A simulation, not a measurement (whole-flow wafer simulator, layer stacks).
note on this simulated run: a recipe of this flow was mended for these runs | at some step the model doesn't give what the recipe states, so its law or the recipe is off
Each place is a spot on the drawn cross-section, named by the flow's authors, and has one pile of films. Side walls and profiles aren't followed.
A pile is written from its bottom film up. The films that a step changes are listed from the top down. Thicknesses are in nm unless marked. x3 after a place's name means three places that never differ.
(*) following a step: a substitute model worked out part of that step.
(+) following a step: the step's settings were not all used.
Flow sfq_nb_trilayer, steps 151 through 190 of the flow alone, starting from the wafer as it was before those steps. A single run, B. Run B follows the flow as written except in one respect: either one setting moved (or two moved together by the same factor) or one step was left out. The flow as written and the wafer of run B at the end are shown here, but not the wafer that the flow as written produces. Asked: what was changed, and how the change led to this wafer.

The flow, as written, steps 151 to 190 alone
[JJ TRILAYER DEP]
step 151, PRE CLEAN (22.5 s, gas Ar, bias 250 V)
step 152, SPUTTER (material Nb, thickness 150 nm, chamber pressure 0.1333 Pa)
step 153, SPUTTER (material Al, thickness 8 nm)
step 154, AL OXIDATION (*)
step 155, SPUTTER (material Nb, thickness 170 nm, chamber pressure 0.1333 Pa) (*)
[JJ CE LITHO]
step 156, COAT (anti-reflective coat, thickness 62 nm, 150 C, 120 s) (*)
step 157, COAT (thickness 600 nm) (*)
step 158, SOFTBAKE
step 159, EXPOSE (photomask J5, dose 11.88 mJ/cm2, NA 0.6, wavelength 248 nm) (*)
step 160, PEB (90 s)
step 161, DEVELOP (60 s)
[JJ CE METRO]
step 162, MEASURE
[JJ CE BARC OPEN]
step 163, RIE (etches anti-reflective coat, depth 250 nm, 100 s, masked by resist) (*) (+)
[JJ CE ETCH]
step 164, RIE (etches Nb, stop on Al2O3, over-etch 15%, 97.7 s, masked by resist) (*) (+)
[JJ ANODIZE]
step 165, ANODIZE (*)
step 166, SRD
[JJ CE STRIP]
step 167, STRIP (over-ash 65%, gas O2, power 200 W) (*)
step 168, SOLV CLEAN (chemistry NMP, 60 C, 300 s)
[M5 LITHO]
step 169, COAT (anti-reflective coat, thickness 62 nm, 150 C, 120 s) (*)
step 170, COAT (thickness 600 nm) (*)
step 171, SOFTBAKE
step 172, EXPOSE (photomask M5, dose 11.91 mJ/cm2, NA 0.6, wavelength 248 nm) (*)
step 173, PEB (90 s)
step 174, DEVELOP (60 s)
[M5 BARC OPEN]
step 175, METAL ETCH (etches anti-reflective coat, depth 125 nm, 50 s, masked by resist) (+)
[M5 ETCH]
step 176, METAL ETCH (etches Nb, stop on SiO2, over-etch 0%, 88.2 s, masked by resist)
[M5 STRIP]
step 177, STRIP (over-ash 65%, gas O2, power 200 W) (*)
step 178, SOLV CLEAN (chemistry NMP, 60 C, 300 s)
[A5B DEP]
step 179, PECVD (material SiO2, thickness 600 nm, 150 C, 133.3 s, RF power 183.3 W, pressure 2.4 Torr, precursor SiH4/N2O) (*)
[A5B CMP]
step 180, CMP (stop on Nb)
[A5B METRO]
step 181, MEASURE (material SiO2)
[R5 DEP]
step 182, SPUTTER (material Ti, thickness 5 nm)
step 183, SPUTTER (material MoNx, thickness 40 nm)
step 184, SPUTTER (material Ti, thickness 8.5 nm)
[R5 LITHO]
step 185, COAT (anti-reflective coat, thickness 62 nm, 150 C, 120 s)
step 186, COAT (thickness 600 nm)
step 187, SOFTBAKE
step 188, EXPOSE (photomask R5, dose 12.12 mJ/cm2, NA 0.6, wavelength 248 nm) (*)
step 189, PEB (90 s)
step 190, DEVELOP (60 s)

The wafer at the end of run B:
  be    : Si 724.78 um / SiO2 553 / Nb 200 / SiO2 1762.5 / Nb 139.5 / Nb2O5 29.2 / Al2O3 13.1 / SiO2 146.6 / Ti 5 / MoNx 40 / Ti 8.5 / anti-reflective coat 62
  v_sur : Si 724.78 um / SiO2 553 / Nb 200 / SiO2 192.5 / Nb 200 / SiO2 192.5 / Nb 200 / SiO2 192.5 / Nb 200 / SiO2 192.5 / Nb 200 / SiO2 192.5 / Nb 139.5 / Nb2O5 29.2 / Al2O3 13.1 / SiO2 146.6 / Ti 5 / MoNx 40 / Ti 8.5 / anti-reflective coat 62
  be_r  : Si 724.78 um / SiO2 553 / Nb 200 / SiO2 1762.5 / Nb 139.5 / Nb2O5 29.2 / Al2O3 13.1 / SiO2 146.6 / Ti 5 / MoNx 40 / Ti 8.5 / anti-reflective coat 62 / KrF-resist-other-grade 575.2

What caused this: step 164, RIE: 87.93 s was run, whereas the flow has 97.7 s.

Step by step, how the change led to this:
  step 164, RIE (etches Nb, stop on Al2O3, over-etch 15%, 97.7 s, masked by resist) (*) (+)
      ce_l, ce_r, wl_jj: KrF-resist-other-grade loses 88 (as written it would have been: KrF-resist-other-grade loses 97.8)
      c5j: KrF-resist-other-grade loses 88 (as written it would have been: KrF-resist-other-grade loses 97.7)
  step 165, ANODIZE (*)
      field_l, v_sur, via_sp and 96 more: Al2O3 gains 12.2, Nb2O5 gains 29.2 (new film), Al loses 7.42 (all of it), Nb loses 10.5 (as written it would have been: Al2O3 gains 12.2, Nb2O5 gains 29.9 (new film), Al loses 7.42 (all of it), Nb loses 10.8)
  step 167, STRIP (over-ash 65%, gas O2, power 200 W) (*)
      ce_l: KrF-resist-other-grade loses 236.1 (all of it), anti-reflective coat loses 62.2 (all of it) (as written it would have been: KrF-resist-other-grade loses 226.3 (all of it), anti-reflective coat loses 62.2 (all of it))
      c5j: KrF-resist-other-grade loses 236.2 (all of it), anti-reflective coat loses 62.2 (all of it) (as written it would have been: KrF-resist-other-grade loses 226.5 (all of it), anti-reflective coat loses 62.2 (all of it))
      (also at 2 further places)
  step 169, COAT (anti-reflective coat, thickness 62 nm, 150 C, 120 s) (*)
      ce_l: anti-reflective coat gains 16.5 (new film) (as written it would have been: anti-reflective coat gains 17.1 (new film))
  step 176, METAL ETCH (etches Nb, stop on SiO2, over-etch 0%, 88.2 s, masked by resist)
      field_l, res, r_end and 47 more: Al2O3 loses 13 (all of it), Nb2O5 loses 29.2 (all of it), Nb loses 139.5 (all of it), SiO2 loses 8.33 (as written it would have been: Al2O3 loses 12.6 (all of it), Nb2O5 loses 29.9 (all of it), Nb loses 139.2 (all of it), SiO2 loses 8.33)
      r_sur, wl_a_sl, wl_a_m6: Al2O3 loses 12.9 (all of it), Nb2O5 loses 29.2 (all of it), Nb loses 139.5 (all of it), SiO2 loses 8.33 (as written it would have been: Al2O3 loses 12.5 (all of it), Nb2O5 loses 29.9 (all of it), Nb loses 139.2 (all of it), SiO2 loses 8.33)
  step 177, STRIP (over-ash 65%, gas O2, power 200 W) (*)
      ce_l: KrF-resist-other-grade loses 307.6 (all of it), anti-reflective coat loses 16.5 (all of it) (as written it would have been: KrF-resist-other-grade loses 307.2 (all of it), anti-reflective coat loses 17.1 (all of it))
